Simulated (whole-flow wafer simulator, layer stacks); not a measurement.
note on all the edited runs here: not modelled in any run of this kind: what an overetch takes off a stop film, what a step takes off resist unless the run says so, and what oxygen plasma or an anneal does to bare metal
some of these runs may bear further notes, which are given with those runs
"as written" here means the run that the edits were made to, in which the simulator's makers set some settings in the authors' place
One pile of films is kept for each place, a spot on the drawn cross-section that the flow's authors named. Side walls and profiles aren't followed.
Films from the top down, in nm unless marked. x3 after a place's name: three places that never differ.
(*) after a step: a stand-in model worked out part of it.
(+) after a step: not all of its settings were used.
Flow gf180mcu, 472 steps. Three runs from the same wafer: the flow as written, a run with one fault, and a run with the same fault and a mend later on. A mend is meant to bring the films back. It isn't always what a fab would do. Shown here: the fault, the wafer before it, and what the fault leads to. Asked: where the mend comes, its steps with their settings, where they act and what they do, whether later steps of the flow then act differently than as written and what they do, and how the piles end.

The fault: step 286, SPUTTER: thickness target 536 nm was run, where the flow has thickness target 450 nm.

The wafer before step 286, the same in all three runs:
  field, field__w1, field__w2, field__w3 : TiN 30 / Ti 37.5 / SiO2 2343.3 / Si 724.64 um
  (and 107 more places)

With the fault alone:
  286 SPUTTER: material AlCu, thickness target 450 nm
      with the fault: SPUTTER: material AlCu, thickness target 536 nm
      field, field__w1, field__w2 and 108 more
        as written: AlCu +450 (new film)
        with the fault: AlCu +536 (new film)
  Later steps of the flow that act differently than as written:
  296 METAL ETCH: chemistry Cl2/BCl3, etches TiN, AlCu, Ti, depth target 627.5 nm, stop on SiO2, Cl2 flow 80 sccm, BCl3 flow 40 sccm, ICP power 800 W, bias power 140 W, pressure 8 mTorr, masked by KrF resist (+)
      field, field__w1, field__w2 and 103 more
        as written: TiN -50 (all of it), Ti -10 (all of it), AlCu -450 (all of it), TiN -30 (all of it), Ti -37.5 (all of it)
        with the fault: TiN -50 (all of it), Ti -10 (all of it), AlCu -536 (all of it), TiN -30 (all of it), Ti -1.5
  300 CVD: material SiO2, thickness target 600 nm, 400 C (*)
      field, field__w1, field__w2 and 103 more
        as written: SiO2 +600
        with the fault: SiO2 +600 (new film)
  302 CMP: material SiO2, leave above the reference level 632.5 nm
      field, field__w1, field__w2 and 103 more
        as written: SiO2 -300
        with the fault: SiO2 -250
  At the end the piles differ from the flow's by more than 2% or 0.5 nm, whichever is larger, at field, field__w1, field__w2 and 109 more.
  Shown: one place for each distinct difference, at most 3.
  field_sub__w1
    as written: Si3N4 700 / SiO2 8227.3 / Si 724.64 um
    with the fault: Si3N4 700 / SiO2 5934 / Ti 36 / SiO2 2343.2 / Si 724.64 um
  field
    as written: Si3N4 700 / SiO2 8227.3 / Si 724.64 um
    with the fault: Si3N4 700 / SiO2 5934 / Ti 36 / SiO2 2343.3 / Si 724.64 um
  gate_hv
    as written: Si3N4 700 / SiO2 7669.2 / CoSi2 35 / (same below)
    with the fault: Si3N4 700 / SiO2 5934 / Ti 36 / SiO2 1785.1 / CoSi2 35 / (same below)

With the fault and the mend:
  The mend comes after step 286.
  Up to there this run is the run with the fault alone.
  286a METAL ETCH: chemistry Cl2/BCl3, etches TiN, AlCu, Ti, depth target 86 nm, Cl2 flow 80 sccm, BCl3 flow 40 sccm, ICP power 800 W, bias power 140 W, pressure 8 mTorr (the flow's step 260 once more, with other settings)
      field, field__w1, field__w2 and 108 more
        AlCu -86
  No later step of the flow acts differently than as written at any place that is followed.
  At the end the piles are the same as the flow's at every place that both follow.
